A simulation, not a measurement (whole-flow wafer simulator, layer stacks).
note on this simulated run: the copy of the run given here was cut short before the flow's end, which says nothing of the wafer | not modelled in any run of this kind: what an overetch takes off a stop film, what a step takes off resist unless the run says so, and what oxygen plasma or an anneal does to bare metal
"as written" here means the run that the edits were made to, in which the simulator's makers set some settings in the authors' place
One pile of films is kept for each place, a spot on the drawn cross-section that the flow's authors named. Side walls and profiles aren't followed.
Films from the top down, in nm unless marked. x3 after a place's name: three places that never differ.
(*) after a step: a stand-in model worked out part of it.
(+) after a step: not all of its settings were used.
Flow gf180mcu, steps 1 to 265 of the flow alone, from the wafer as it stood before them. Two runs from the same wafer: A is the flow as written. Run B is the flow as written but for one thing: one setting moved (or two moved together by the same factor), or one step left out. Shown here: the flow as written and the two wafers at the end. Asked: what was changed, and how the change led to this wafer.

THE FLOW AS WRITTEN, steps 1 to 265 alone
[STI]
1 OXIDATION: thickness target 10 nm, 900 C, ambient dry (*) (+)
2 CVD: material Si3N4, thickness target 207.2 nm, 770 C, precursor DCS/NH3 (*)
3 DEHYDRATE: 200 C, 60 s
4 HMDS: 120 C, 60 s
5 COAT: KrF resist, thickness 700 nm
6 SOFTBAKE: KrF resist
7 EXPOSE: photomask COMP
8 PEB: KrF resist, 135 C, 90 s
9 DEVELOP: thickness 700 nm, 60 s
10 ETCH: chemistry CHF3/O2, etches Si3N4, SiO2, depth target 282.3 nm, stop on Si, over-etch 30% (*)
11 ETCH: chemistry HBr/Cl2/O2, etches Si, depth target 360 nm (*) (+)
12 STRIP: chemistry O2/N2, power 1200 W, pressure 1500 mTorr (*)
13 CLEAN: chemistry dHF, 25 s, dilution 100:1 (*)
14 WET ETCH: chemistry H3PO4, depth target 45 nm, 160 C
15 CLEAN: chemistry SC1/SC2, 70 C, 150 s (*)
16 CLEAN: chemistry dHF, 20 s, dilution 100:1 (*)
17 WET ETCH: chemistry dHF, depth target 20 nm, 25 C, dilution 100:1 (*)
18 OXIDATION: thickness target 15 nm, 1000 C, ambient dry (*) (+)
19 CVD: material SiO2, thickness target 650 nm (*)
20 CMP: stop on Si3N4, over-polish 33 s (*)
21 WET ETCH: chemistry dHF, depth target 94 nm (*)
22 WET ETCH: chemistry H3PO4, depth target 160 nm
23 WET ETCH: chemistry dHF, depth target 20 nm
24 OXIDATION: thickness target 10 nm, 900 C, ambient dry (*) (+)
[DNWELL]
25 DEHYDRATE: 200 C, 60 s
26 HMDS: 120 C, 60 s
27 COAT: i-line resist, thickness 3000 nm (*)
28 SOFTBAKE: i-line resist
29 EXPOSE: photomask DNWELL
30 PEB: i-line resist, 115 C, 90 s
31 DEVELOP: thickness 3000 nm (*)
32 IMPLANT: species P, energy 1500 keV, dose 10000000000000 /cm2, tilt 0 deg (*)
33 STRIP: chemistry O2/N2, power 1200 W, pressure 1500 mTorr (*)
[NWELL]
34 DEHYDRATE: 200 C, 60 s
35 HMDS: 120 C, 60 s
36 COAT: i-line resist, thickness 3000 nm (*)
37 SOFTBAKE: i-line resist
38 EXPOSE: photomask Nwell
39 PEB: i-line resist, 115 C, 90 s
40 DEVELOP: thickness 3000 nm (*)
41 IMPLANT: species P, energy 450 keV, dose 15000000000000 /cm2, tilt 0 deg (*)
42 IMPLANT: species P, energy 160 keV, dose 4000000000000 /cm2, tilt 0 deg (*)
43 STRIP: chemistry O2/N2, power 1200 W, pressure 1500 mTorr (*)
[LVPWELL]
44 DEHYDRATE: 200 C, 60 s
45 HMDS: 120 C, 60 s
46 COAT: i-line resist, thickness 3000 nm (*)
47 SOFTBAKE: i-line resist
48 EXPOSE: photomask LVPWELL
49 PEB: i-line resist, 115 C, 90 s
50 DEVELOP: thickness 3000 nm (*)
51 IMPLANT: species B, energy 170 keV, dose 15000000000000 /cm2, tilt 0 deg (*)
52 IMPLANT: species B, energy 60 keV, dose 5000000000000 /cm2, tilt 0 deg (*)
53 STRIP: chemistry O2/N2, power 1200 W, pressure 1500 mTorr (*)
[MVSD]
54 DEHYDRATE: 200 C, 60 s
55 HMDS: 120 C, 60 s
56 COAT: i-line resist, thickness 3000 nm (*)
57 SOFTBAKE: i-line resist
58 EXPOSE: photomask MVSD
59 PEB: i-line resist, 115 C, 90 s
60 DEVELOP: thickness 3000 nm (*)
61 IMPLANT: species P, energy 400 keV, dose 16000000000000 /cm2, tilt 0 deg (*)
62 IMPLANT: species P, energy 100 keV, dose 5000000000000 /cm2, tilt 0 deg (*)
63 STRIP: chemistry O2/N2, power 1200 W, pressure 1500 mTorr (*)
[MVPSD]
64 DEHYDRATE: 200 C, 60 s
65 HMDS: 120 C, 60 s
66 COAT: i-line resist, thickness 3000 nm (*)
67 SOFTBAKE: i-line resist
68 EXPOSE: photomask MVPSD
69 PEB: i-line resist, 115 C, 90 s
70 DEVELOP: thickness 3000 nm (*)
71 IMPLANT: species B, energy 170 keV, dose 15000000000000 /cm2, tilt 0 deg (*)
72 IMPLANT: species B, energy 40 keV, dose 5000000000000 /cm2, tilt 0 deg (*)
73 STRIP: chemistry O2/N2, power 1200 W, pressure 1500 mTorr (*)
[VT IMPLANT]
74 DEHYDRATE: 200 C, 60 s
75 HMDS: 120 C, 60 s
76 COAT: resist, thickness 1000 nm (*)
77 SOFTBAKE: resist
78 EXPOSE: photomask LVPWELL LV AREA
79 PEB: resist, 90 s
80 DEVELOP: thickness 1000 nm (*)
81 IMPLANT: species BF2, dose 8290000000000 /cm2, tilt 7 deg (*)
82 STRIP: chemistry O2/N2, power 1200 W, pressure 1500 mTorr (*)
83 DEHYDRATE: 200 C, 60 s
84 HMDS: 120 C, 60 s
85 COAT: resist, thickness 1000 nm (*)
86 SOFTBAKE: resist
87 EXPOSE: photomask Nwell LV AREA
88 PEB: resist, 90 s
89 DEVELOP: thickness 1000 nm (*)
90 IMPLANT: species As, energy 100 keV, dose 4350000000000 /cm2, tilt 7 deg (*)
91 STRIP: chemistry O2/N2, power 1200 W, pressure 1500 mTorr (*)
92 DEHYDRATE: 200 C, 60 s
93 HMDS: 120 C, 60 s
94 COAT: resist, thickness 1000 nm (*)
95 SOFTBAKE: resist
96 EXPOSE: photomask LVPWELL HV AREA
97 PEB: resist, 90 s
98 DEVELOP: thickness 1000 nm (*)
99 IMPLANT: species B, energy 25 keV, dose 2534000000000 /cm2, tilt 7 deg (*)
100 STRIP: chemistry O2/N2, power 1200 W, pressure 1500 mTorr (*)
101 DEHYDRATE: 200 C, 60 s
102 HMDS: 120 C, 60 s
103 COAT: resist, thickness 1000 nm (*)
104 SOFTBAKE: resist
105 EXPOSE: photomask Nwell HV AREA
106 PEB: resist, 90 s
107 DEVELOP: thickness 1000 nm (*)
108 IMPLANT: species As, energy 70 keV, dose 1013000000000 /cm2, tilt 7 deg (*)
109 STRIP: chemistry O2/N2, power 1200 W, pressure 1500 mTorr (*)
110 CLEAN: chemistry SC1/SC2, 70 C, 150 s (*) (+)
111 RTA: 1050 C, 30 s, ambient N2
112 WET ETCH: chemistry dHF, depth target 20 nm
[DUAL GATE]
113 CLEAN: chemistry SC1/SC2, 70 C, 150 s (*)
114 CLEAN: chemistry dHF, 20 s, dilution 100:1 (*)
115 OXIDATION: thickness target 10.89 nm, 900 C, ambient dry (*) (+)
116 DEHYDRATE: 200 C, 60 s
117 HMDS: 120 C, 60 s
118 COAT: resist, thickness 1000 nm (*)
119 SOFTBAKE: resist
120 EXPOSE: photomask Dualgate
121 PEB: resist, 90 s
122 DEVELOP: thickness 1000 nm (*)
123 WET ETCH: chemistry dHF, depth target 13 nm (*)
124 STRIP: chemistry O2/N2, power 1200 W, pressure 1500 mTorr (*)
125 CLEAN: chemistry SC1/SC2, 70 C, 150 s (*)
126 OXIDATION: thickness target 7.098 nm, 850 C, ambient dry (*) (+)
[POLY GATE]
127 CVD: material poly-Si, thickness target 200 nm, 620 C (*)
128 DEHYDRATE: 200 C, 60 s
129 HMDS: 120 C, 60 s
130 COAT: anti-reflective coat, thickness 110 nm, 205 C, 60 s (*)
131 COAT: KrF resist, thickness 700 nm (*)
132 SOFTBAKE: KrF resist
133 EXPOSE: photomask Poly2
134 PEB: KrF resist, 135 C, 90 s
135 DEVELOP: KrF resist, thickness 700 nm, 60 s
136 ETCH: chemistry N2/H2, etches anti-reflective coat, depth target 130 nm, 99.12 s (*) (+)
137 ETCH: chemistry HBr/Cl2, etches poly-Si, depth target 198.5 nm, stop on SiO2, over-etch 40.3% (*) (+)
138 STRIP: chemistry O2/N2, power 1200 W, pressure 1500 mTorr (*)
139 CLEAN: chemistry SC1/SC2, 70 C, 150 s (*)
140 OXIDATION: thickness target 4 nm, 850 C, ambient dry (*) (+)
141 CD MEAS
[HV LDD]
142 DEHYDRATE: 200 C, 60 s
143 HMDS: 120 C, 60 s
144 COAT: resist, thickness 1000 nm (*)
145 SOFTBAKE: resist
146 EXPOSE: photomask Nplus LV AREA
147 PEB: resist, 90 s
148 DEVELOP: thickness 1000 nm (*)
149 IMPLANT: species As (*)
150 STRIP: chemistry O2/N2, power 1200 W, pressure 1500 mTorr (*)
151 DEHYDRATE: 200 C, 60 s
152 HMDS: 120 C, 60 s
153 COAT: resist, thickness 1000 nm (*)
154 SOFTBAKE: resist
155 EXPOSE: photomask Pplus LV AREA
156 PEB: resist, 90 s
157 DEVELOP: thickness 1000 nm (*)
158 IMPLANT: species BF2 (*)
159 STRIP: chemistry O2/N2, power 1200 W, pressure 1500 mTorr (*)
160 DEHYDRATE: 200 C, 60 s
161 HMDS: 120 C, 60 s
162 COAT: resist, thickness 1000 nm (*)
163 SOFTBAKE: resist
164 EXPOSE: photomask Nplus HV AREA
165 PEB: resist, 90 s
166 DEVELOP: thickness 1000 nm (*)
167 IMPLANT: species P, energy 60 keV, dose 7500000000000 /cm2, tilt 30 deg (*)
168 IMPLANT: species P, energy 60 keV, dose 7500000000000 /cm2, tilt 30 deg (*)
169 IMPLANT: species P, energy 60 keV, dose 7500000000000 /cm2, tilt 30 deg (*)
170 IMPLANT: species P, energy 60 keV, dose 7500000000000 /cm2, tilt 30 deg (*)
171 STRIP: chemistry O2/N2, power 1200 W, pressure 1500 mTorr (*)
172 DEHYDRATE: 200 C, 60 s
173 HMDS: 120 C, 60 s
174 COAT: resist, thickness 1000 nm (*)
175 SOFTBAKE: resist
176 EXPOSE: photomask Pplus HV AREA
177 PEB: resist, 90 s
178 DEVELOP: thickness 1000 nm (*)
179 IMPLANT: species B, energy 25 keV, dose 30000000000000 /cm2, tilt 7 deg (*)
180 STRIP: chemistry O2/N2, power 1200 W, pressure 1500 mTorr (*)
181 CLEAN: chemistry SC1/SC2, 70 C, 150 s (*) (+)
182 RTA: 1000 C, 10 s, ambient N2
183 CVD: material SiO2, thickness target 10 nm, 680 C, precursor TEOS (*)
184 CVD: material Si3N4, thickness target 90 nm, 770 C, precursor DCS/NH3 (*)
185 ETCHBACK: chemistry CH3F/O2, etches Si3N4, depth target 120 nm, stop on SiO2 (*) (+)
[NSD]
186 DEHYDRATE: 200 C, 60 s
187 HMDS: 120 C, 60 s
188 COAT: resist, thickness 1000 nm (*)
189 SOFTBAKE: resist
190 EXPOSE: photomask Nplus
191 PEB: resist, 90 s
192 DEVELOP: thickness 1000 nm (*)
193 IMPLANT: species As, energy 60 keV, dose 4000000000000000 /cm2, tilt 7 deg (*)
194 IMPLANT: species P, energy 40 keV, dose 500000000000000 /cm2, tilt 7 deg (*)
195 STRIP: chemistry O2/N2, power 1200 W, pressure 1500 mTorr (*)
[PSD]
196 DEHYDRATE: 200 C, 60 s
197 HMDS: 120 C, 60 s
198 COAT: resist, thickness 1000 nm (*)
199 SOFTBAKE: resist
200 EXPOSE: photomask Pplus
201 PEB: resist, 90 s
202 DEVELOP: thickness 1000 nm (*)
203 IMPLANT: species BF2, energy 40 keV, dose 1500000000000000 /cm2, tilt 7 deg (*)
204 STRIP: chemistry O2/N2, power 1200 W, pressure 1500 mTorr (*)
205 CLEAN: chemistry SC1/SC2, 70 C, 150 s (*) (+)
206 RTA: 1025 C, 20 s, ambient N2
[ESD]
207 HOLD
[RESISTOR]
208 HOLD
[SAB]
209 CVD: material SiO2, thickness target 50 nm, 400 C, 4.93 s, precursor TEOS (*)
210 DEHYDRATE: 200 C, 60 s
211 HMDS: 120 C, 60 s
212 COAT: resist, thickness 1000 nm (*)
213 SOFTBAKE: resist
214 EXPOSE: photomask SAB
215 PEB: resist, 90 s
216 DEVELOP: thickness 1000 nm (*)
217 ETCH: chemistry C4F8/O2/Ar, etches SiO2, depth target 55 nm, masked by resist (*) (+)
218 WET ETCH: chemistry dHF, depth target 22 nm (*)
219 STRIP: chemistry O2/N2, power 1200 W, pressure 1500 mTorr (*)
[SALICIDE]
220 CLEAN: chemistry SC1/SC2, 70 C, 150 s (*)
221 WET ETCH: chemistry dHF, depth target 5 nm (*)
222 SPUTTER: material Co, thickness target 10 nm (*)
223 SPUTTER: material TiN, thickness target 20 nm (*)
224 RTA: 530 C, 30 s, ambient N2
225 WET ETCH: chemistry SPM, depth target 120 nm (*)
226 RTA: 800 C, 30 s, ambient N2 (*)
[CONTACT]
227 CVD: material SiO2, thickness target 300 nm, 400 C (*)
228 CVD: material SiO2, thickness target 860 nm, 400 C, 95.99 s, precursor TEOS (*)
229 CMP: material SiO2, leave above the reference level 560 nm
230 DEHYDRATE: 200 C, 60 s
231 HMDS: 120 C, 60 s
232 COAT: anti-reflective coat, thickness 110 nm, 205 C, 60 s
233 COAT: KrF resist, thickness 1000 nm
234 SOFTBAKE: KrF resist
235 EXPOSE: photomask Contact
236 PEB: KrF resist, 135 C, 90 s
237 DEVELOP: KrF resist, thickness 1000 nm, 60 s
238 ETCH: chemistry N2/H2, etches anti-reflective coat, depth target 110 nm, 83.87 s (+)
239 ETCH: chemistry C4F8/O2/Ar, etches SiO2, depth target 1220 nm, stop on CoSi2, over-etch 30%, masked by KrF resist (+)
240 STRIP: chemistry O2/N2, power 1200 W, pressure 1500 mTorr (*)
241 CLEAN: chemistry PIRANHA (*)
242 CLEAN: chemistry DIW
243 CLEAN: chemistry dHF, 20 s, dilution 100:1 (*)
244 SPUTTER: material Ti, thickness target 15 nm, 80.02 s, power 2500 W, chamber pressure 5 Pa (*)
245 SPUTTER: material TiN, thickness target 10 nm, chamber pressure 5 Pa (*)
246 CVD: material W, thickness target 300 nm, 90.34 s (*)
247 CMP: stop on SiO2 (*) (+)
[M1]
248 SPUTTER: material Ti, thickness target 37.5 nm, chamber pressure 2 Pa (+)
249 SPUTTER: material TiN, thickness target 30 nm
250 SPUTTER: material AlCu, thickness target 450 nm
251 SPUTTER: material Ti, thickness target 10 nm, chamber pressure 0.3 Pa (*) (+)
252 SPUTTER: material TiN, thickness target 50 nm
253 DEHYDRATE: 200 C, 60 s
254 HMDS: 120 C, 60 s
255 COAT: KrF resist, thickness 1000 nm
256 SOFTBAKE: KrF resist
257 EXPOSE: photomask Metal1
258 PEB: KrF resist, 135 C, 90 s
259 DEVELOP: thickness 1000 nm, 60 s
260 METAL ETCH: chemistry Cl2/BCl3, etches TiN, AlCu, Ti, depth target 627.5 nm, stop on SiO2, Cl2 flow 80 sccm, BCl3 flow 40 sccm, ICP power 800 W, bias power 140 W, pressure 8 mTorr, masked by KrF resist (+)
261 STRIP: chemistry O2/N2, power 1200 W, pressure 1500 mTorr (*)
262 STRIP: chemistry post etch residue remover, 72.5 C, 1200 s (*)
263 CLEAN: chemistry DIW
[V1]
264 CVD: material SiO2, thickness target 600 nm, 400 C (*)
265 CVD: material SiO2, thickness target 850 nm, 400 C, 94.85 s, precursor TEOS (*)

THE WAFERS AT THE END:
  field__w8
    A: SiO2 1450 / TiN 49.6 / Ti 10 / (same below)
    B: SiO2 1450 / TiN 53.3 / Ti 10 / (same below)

The cause: step 252, SPUTTER: thickness target 53.7 nm was run, where the flow has thickness target 50 nm.

How the change led to this, step by step:
  252 SPUTTER: material TiN, thickness target 50 nm
      field, field__w1, field__w2 and 108 more: A TiN +50 (new film) | B TiN +53.7 (new film)
  260 METAL ETCH: chemistry Cl2/BCl3, etches TiN, AlCu, Ti, depth target 627.5 nm, stop on SiO2, Cl2 flow 80 sccm, BCl3 flow 40 sccm, ICP power 800 W, bias power 140 W, pressure 8 mTorr, masked by KrF resist (+)
      field, field__w1, field__w2 and 99 more: A TiN -50 (all of it), Ti -10 (all of it), AlCu -450 (all of it), TiN -30 (all of it), Ti -37.5 (all of it) | B TiN -53.7 (all of it), Ti -10 (all of it), AlCu -450 (all of it), TiN -30 (all of it), Ti -37.5 (all of it)
